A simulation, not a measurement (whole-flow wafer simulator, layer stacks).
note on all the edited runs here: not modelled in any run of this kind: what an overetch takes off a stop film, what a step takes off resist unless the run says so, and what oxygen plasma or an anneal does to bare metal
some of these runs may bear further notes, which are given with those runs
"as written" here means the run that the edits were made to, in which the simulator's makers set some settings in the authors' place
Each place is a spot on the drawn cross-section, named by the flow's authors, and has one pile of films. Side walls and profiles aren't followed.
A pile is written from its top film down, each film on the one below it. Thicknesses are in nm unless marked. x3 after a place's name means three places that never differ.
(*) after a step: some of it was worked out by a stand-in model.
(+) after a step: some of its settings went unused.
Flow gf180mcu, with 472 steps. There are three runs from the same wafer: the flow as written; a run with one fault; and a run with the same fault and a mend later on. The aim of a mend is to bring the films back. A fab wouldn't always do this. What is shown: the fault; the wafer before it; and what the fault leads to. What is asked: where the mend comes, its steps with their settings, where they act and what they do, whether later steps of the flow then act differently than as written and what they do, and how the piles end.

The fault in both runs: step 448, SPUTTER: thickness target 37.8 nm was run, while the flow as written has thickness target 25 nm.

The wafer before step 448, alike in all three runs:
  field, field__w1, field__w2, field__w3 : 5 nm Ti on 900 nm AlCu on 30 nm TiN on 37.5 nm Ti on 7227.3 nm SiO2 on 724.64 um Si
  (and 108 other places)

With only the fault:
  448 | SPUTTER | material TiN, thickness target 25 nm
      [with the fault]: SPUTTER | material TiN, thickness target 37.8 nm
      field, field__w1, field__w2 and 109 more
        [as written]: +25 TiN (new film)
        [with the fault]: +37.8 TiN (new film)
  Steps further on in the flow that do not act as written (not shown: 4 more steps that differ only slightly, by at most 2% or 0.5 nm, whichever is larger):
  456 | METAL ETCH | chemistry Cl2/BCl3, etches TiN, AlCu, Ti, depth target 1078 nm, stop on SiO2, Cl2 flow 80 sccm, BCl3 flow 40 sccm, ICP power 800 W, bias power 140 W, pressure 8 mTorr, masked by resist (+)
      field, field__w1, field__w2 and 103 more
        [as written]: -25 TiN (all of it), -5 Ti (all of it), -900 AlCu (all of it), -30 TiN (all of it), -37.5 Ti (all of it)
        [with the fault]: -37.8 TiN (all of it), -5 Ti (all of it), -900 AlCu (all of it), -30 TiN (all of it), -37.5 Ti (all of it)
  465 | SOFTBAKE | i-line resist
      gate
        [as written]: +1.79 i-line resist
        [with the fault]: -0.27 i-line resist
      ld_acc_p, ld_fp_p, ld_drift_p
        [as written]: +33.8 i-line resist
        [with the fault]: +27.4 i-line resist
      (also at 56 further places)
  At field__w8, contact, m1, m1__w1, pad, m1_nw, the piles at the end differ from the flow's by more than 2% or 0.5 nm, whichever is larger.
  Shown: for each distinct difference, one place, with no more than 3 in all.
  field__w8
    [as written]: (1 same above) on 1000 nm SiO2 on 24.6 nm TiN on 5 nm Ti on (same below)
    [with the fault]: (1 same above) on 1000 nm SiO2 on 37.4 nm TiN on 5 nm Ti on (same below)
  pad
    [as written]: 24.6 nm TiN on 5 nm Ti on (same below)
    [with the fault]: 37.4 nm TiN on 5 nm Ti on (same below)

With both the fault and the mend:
  After step 455 comes the mend.
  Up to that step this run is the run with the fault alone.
  455a | STRIP | chemistry O2/N2, power 2160 W, pressure 1700 mTorr (*)
      field__w8, contact, m1, m1__w1, pad, m1_nw
        -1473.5 resist (all of it)
  455b | METAL ETCH | chemistry Cl2/BCl3, etches TiN, AlCu, Ti, depth target 12.8 nm, Cl2 flow 80 sccm, BCl3 flow 40 sccm, ICP power 800 W, bias power 140 W, pressure 8 mTorr (the flow's step 260 again, with other settings)
      field, field__w1, field__w2 and 109 more
        -12.8 TiN
  455c | HMDS | 120 C, 60 s (the flow's step 450 again)
      leaves every film unchanged at each place that is followed
  455d | COAT | resist, thickness 1500 nm (the flow's step 451 again)
      field, field__w1, field__w2 and 109 more
        +1500 resist (new film)
  455e | SOFTBAKE | resist (the flow's step 452 again)
      leaves every film unchanged at each place that is followed
  455f | EXPOSE | photomask MetalTop (the flow's step 453 again)
      leaves every film unchanged at each place that is followed
  455g | PEB | resist, 70.3 s (the flow's step 454 again)
      field, field__w1, field__w2 and 109 more
        -26.5 resist
  455h | DEVELOP | thickness 1500 nm, 60 s (the flow's step 455 again)
      field, field__w1, field__w2 and 103 more
        -1473.5 resist (all of it)
  Later steps of the flow that are run all act as written at every place that is followed.
  At every place that both follow, the piles at the end match the flow's.
